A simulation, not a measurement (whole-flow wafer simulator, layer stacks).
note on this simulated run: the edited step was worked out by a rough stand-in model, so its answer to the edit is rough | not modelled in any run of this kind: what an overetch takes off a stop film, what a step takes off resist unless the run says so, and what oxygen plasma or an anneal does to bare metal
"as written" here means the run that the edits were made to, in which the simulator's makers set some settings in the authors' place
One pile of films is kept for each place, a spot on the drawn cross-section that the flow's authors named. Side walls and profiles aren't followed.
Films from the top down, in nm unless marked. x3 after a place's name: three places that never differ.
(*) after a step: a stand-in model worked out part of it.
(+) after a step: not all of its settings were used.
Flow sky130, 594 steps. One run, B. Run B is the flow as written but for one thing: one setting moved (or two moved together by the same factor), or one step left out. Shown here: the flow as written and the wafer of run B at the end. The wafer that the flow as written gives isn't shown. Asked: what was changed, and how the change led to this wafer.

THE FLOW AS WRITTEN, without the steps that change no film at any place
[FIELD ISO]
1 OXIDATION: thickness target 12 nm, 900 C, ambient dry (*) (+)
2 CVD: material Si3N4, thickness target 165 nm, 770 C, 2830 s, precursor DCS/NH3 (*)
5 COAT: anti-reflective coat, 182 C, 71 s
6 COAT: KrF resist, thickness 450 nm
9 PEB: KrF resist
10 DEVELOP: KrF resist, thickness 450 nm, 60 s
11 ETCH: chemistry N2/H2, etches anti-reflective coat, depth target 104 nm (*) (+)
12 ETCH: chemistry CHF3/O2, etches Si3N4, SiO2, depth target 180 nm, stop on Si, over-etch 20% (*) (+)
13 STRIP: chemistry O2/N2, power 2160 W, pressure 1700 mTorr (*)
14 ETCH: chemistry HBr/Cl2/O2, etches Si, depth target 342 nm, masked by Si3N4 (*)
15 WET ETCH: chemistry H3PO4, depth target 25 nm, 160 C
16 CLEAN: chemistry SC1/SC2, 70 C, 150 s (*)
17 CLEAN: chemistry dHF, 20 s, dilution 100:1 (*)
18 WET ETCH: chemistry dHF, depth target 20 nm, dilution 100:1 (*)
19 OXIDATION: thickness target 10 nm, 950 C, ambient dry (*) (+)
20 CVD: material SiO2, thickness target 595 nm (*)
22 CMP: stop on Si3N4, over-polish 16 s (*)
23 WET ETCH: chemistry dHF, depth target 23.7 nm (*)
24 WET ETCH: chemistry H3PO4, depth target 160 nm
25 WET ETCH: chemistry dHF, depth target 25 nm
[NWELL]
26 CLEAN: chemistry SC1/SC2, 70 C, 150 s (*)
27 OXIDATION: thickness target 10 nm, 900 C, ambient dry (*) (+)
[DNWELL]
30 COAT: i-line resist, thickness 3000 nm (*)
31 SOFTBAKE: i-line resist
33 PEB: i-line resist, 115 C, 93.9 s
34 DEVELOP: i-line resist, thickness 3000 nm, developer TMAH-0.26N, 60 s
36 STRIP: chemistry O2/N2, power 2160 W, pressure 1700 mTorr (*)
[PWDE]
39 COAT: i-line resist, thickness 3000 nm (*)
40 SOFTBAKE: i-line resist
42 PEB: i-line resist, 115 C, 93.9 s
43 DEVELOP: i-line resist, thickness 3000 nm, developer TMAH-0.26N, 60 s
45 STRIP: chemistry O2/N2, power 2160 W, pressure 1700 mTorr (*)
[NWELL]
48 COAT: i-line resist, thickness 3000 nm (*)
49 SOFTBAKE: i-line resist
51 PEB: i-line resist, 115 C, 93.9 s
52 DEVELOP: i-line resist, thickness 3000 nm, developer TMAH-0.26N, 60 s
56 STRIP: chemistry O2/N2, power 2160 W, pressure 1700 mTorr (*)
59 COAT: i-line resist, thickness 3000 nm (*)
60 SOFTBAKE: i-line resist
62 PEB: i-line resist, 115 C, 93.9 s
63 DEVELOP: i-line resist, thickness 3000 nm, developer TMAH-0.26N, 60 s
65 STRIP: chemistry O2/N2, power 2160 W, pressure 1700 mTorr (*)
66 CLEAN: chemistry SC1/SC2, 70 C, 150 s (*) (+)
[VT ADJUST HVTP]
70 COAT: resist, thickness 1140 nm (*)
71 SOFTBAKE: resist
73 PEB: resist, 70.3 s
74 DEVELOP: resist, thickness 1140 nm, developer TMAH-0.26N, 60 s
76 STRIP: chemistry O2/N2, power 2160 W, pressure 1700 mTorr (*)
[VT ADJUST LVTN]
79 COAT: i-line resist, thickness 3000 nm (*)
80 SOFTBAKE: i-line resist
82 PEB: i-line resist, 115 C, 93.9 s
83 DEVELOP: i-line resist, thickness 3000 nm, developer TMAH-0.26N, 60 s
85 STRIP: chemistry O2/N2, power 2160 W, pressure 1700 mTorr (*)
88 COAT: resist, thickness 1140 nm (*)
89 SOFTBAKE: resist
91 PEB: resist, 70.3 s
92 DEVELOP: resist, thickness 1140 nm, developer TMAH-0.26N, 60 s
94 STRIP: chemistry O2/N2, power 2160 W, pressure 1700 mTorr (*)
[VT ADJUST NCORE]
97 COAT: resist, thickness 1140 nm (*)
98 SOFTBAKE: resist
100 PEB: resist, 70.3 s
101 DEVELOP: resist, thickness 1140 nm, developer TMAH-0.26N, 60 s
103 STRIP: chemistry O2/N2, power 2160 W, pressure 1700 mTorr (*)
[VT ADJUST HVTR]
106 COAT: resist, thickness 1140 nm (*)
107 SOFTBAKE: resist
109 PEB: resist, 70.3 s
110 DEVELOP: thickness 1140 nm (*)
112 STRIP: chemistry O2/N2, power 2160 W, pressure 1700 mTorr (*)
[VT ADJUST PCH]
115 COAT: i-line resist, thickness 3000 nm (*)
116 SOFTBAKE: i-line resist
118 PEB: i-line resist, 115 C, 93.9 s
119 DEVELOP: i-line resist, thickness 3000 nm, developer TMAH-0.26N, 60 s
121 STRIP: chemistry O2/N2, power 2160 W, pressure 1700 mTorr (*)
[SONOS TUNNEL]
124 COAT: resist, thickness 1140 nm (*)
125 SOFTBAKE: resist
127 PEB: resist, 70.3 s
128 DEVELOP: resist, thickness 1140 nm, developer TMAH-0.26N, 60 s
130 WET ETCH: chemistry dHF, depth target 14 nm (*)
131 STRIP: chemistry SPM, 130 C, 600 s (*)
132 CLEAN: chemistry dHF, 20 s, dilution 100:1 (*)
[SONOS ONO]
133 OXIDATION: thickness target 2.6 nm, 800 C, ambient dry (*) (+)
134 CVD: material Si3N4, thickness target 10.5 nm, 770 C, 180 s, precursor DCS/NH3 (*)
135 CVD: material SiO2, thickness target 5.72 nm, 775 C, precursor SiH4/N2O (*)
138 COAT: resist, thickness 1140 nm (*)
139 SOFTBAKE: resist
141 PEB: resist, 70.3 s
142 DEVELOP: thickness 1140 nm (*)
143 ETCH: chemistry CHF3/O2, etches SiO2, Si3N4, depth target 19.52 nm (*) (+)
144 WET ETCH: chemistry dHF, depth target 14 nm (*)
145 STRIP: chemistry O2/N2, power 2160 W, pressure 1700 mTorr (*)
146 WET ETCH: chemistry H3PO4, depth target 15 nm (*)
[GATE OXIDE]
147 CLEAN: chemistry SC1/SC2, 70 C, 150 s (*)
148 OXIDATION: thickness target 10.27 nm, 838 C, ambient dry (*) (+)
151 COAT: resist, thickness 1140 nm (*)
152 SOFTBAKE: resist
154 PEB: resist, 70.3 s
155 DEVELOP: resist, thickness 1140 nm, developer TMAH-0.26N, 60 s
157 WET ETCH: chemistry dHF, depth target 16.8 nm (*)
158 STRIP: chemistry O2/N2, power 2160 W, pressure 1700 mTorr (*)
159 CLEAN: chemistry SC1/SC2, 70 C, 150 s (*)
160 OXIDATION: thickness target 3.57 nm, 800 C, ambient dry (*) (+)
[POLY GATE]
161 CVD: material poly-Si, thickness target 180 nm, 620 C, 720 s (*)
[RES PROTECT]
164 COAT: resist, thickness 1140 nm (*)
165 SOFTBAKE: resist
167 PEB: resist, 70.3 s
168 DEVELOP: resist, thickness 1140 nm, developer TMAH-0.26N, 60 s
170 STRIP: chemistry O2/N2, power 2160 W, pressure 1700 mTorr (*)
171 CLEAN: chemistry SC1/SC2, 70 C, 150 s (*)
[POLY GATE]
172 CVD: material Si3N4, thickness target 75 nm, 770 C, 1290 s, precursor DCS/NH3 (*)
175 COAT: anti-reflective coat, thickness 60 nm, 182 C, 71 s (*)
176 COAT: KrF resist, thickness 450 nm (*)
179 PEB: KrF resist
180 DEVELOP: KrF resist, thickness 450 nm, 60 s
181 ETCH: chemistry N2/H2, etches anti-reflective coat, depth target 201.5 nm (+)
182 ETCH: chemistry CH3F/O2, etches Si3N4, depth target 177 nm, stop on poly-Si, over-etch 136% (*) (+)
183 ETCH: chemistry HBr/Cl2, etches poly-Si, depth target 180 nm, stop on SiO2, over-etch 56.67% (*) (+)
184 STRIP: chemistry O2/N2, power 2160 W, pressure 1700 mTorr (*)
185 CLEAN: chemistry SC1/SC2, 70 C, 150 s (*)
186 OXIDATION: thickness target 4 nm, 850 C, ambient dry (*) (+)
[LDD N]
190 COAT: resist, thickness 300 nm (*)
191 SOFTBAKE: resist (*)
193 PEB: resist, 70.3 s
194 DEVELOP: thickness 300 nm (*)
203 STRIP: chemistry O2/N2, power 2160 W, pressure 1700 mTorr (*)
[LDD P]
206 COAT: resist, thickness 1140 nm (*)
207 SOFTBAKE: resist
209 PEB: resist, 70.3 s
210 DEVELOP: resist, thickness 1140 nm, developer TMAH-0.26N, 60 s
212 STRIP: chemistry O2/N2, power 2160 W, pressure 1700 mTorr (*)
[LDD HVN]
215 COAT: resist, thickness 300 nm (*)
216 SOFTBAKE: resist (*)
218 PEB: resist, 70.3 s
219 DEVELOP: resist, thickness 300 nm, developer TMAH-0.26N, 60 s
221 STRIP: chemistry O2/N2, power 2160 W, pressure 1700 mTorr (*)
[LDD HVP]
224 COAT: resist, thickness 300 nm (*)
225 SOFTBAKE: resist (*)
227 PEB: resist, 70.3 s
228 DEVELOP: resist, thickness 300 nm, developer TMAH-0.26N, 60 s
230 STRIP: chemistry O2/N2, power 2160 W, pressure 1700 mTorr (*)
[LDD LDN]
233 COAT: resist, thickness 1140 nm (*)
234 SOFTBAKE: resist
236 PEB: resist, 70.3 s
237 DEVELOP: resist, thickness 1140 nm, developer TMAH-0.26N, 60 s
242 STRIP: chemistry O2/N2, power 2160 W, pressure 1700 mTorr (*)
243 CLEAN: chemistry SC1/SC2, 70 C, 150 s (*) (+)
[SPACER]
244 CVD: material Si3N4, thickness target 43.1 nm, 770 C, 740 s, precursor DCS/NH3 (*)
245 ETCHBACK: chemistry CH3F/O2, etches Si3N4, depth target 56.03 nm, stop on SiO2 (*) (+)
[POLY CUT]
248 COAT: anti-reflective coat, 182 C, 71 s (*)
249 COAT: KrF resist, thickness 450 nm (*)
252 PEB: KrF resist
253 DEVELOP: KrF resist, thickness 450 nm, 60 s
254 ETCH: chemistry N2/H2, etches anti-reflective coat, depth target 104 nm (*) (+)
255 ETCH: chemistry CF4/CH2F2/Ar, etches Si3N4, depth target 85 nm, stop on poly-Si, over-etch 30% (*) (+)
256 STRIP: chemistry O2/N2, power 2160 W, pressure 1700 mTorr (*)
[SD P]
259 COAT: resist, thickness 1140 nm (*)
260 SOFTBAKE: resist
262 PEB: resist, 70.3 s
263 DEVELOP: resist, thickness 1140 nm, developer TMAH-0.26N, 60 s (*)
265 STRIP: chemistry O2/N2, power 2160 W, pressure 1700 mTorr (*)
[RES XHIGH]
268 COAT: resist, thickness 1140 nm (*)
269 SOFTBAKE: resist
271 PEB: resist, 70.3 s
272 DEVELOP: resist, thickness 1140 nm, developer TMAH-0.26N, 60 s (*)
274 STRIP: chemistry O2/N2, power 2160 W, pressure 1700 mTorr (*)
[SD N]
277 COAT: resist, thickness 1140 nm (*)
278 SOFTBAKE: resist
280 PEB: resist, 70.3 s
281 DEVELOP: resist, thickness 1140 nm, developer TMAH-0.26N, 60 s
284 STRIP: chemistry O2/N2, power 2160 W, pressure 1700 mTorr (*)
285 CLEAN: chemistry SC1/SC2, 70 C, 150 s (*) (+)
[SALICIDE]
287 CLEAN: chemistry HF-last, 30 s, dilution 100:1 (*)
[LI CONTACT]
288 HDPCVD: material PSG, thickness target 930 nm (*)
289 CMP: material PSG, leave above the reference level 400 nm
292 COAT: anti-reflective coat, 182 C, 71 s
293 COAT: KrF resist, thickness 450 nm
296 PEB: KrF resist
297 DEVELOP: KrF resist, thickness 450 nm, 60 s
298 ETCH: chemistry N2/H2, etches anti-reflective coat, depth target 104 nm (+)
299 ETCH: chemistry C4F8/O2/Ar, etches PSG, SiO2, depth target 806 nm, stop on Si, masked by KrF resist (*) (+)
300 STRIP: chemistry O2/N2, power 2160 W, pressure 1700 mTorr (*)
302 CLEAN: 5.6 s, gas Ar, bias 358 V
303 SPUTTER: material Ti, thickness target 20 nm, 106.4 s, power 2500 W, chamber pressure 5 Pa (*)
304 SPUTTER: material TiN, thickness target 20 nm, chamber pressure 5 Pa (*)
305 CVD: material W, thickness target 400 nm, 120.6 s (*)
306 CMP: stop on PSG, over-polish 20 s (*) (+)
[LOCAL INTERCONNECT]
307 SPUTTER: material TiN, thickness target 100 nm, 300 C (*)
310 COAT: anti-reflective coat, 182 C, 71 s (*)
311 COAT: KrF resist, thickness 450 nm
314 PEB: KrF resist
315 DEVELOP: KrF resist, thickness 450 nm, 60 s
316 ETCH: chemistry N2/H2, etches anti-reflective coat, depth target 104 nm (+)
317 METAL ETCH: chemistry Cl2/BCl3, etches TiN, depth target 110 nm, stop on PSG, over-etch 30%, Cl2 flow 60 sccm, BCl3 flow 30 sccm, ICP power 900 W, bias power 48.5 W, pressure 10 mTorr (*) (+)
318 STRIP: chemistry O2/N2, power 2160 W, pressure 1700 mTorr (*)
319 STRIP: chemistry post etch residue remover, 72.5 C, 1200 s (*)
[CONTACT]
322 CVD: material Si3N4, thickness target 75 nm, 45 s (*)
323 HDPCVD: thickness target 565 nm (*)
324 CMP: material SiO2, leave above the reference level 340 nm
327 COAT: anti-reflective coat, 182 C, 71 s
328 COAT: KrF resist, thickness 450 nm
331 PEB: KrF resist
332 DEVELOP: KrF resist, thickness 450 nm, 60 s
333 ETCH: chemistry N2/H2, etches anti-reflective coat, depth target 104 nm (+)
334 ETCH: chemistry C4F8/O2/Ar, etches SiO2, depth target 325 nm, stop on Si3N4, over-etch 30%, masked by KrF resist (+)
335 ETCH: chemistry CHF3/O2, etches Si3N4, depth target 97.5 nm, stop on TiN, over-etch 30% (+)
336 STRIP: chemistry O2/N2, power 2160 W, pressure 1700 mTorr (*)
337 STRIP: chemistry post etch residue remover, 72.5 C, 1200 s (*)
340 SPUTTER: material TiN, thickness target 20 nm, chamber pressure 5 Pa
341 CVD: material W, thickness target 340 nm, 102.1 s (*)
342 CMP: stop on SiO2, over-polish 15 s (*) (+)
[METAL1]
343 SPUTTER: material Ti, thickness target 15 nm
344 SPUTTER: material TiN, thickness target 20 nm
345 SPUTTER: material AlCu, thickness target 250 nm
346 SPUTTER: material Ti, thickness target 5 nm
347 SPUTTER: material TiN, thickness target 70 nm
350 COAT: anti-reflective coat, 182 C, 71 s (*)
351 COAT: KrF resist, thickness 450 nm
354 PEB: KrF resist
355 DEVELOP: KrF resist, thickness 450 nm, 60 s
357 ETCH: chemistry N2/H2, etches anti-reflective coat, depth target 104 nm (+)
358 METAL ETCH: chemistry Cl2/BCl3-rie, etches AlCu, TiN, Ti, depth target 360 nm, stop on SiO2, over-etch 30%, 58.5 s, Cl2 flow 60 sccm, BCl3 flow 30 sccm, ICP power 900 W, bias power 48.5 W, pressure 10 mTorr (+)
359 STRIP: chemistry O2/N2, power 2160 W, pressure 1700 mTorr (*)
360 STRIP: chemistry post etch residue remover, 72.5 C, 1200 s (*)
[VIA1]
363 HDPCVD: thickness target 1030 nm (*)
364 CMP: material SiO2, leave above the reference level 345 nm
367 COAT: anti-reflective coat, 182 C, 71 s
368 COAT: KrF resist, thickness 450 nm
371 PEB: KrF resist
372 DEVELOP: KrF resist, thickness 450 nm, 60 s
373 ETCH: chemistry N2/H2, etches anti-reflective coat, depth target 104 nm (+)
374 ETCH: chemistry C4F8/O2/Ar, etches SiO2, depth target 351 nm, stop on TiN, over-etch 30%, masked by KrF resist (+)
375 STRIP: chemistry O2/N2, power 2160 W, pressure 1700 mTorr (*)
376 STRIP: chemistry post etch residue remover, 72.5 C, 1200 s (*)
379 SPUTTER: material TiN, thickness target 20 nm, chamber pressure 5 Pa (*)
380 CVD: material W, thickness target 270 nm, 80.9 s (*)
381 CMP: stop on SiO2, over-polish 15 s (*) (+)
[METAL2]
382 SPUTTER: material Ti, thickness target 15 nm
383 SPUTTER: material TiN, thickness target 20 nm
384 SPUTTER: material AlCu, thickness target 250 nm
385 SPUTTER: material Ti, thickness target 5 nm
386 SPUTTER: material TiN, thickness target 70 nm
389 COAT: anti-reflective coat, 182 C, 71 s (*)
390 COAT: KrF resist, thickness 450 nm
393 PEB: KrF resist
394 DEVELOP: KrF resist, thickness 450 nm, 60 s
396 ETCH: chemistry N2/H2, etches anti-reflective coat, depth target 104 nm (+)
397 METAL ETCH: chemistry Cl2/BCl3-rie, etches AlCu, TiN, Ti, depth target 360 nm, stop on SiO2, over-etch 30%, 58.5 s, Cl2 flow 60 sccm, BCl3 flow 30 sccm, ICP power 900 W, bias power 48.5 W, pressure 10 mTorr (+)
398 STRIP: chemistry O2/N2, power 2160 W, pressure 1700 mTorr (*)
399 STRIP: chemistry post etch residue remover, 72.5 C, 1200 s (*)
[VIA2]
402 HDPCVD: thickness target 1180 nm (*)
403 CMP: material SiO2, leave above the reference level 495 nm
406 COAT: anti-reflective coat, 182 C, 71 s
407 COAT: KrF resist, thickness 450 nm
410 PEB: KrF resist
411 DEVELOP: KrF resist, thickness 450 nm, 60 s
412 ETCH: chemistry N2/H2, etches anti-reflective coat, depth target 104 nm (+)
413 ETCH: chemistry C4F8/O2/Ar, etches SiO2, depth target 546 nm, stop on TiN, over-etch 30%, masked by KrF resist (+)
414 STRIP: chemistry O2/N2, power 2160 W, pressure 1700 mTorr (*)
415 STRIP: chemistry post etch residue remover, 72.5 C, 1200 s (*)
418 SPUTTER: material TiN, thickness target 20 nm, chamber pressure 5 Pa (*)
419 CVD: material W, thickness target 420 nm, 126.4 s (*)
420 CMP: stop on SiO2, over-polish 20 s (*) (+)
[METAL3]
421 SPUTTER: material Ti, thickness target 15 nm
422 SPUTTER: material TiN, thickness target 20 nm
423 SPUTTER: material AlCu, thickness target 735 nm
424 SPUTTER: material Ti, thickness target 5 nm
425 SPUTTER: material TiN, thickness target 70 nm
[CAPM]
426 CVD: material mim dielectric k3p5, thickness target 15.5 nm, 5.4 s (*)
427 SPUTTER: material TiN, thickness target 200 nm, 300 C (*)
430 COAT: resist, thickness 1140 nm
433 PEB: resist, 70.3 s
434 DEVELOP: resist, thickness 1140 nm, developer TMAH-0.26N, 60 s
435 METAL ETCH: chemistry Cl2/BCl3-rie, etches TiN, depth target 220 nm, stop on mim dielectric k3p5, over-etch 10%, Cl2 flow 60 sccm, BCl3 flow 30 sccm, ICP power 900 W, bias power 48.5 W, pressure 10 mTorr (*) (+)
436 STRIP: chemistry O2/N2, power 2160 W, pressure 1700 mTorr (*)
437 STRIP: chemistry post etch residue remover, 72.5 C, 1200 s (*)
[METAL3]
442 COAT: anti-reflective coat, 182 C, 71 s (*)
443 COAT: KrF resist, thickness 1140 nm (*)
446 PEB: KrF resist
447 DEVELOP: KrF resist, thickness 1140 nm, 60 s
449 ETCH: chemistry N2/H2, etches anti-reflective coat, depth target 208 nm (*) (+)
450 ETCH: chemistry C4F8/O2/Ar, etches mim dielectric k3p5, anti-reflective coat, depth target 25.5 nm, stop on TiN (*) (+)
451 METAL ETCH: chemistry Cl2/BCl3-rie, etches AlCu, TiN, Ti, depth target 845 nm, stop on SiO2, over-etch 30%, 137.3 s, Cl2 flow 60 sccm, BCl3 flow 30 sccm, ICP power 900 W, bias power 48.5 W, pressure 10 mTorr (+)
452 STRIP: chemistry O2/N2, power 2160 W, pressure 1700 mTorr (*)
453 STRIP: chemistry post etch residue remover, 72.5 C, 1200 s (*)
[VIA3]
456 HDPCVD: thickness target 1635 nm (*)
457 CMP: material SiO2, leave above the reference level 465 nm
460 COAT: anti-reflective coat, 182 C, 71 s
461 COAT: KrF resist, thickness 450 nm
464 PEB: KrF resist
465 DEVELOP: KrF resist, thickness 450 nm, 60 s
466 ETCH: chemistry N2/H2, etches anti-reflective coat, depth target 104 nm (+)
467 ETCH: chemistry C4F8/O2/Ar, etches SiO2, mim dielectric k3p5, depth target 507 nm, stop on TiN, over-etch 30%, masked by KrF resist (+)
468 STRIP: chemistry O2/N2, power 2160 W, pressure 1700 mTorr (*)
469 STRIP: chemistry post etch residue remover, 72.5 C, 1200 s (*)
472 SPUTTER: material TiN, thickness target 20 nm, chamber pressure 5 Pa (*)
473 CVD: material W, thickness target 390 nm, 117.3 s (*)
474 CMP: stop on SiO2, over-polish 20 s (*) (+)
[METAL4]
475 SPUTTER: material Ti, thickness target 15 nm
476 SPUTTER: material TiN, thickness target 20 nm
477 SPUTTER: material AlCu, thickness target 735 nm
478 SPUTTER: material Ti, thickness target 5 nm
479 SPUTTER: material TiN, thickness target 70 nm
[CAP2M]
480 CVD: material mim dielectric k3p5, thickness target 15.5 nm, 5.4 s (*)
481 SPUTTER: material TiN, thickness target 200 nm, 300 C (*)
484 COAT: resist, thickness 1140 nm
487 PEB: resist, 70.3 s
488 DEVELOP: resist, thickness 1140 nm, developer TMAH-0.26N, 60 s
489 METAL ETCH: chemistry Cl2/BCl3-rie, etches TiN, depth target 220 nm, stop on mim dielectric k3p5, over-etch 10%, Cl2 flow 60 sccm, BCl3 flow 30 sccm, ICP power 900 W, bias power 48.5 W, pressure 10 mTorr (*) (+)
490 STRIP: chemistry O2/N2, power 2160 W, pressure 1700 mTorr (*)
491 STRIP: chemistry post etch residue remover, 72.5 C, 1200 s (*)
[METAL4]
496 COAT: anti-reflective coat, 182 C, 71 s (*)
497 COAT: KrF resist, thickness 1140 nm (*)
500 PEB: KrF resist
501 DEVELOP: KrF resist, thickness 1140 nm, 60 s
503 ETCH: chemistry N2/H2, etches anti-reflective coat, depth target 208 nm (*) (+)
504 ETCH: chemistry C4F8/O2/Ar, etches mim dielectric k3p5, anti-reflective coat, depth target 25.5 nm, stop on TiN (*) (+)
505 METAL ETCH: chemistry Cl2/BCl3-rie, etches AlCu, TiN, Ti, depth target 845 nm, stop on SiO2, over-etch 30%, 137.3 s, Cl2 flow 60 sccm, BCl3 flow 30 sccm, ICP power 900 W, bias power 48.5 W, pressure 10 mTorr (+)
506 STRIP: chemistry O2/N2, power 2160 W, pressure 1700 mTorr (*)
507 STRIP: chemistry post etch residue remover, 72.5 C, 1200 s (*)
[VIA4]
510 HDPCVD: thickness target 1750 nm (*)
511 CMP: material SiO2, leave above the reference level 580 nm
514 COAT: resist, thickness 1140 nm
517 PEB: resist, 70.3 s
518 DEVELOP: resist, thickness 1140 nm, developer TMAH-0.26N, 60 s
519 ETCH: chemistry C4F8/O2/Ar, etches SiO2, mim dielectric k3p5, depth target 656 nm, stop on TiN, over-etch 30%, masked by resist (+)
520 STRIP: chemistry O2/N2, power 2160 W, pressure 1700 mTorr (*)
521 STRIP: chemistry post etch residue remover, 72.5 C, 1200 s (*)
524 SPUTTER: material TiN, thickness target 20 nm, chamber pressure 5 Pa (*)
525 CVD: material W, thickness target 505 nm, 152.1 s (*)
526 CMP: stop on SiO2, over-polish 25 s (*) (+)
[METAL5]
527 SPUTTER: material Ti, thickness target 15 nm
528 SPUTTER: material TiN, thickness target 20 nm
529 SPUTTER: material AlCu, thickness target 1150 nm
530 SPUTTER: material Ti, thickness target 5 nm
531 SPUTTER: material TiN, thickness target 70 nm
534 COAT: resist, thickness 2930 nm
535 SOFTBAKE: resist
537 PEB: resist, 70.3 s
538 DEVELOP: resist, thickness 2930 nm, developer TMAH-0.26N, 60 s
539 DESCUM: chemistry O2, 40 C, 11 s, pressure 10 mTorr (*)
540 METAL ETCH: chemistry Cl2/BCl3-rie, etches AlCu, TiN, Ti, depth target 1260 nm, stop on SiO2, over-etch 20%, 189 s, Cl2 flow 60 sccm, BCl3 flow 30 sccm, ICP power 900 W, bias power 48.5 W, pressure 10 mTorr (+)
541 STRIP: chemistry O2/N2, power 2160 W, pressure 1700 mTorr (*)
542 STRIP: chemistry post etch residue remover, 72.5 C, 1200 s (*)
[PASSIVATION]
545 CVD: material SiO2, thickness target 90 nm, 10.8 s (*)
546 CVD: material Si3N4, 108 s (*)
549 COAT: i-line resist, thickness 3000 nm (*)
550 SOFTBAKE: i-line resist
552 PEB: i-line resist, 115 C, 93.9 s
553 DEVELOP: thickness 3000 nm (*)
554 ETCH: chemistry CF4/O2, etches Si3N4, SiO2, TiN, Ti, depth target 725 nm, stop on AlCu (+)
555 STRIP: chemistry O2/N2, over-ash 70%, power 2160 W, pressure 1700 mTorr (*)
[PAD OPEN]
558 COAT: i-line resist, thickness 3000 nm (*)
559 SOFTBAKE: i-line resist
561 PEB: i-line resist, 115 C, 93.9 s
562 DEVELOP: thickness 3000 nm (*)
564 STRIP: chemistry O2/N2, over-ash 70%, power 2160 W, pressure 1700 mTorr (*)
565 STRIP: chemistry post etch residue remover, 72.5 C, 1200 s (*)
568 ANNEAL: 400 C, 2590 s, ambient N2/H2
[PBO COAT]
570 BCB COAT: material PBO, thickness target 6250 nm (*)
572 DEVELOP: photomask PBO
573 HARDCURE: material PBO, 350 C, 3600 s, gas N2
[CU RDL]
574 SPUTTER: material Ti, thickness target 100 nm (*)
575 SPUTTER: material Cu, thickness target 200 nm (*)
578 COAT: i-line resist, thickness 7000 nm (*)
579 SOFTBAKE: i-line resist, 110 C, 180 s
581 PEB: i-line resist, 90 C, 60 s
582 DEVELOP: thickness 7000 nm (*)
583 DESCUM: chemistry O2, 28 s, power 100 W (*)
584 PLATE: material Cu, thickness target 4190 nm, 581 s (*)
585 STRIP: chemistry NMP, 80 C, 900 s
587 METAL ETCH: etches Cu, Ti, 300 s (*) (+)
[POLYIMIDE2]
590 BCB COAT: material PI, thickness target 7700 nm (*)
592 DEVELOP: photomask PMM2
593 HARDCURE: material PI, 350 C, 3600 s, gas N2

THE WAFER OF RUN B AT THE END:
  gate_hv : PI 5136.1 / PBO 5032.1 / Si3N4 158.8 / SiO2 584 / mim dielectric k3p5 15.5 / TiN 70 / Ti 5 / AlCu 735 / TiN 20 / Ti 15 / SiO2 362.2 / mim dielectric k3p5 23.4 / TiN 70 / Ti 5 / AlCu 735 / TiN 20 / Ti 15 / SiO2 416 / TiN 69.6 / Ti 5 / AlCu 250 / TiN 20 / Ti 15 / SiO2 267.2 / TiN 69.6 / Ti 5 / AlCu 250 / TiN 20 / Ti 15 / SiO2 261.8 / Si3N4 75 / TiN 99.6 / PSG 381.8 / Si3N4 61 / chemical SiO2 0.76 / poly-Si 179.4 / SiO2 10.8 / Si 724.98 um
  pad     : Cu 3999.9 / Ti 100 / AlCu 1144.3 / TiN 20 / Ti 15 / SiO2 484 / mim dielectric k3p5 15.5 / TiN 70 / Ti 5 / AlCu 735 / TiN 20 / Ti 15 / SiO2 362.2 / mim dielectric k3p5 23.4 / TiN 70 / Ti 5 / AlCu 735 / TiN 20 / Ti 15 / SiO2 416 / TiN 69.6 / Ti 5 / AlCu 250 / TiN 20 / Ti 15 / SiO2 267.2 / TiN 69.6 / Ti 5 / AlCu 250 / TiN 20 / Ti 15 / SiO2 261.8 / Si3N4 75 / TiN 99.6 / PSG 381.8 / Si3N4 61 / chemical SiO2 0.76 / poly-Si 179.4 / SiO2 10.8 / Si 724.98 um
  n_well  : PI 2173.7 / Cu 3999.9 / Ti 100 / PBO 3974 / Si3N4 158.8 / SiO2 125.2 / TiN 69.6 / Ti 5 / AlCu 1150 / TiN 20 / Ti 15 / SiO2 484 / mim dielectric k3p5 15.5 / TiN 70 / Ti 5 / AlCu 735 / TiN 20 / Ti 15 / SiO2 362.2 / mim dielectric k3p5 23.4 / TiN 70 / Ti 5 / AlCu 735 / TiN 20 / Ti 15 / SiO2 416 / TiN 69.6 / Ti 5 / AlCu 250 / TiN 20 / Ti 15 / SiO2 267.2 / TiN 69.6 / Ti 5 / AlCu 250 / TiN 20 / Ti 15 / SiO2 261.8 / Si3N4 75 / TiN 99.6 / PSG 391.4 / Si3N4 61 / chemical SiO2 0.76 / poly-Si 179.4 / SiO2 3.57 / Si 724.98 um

The cause: step 426, CVD: thickness target 23.4 nm was run, where the flow has thickness target 15.5 nm; step 426, CVD: 8.15 s was run, where the flow has 5.4 s.
It can be read off the wafer: gate_hv has mim dielectric k3p5 23.4, and step 426 as written asks for 15.5 nm.

How the change led to this, step by step:
  426 CVD: material mim dielectric k3p5, thickness target 15.5 nm, 5.4 s (*)
      field, active, n_well and 188 more: mim dielectric k3p5 +23.4 (new film) (as written it would be: mim dielectric k3p5 +15.5 (new film))
  450 ETCH: chemistry C4F8/O2/Ar, etches mim dielectric k3p5, anti-reflective coat, depth target 25.5 nm, stop on TiN (*) (+)
      n_well, p_well, gate_hv and 104 more: KrF resist -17 (as written it would be: KrF resist -15.5)
      field, active, gate and 82 more: mim dielectric k3p5 -23.4 (all of it) (as written it would be: mim dielectric k3p5 -15.5 (all of it))
  467 ETCH: chemistry C4F8/O2/Ar, etches SiO2, mim dielectric k3p5, depth target 507 nm, stop on TiN, over-etch 30%, masked by KrF resist (+)
      m1: SiO2 -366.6 (all of it), mim dielectric k3p5 -23.4 (all of it) (as written it would be: SiO2 -374.5 (all of it), mim dielectric k3p5 -15.5 (all of it))
      via3_hole: SiO2 -366 (all of it), mim dielectric k3p5 -23.4 (all of it) (as written it would be: SiO2 -373.9 (all of it), mim dielectric k3p5 -15.5 (all of it))
